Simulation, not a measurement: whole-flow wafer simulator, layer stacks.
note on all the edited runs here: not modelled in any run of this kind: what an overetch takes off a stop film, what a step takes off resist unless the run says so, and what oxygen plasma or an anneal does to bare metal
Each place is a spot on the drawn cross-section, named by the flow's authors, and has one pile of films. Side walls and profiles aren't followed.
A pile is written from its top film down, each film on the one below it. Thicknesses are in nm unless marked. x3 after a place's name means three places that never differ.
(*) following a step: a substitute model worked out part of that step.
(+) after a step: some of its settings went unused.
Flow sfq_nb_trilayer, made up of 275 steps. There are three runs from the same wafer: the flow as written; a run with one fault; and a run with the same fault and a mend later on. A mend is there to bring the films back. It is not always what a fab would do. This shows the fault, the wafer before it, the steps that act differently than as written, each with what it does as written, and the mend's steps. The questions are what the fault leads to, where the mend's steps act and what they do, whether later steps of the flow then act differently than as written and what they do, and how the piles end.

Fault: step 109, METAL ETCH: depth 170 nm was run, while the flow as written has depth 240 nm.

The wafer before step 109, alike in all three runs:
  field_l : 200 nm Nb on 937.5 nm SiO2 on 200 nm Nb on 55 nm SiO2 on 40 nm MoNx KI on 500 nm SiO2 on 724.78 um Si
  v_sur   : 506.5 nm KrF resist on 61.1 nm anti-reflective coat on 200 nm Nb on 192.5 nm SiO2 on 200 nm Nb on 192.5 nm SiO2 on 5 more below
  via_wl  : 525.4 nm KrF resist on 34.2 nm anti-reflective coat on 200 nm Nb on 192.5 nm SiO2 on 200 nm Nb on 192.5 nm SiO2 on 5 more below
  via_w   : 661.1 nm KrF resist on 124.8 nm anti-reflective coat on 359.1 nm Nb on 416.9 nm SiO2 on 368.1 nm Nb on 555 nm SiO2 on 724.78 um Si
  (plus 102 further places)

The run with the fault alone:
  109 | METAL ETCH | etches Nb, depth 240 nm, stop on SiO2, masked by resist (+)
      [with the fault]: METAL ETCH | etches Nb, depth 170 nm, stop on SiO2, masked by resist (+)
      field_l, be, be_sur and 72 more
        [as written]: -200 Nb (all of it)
        [with the fault]: -170 Nb
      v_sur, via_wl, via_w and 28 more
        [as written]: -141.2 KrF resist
        [with the fault]: -100 KrF resist
  Later steps of the flow acting differently than as written:
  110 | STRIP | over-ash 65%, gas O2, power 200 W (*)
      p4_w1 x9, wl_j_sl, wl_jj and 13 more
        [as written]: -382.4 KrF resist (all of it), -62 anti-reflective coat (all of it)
        [with the fault]: -423.6 KrF resist (all of it), -62 anti-reflective coat (all of it)
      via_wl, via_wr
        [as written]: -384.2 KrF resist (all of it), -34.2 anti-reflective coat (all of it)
        [with the fault]: -425.4 KrF resist (all of it), -34.2 anti-reflective coat (all of it)
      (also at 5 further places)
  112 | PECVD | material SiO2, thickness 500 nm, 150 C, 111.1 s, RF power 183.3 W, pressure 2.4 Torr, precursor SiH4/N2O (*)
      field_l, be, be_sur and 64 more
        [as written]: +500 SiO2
        [with the fault]: +500 SiO2 (new film)
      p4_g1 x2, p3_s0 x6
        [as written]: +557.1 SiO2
        [with the fault]: +527.1 SiO2 (new film)
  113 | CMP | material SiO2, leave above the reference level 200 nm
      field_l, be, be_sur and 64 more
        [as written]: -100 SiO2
        [with the fault]: -130 SiO2
  At field_l, be, be_sur and 72 more, the piles at the end differ from the flow's by more than 2% or 0.5 nm, whichever is larger.
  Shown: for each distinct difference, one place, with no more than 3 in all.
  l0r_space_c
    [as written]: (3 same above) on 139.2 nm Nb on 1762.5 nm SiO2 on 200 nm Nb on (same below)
    [with the fault]: (3 same above) on 139.2 nm Nb on 755 nm SiO2 on 30 nm Nb on 977.5 nm SiO2 on 200 nm Nb on (same below)
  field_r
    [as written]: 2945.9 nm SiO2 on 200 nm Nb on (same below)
    [with the fault]: 1938.4 nm SiO2 on 30 nm Nb on 977.5 nm SiO2 on 200 nm Nb on (same below)
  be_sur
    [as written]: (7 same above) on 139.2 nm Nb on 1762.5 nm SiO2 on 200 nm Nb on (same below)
    [with the fault]: (7 same above) on 139.2 nm Nb on 755 nm SiO2 on 30 nm Nb on 977.5 nm SiO2 on 200 nm Nb on (same below)

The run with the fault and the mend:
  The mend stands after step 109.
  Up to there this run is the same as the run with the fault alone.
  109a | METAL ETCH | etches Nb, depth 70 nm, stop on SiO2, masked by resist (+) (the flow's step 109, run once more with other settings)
      field_l, be, be_sur and 72 more
        -30 Nb (all of it)
      v_sur, via_wl, via_w and 28 more
        -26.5 KrF resist
  Later steps of the flow acting differently than as written:
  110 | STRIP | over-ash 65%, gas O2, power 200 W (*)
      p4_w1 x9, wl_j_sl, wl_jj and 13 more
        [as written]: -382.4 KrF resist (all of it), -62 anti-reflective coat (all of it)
        [with the mend]: -397.1 KrF resist (all of it), -62 anti-reflective coat (all of it)
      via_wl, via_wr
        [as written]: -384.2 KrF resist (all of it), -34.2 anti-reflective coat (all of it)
        [with the mend]: -398.9 KrF resist (all of it), -34.2 anti-reflective coat (all of it)
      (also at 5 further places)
  At every place that both follow, the piles at the end match the flow's.
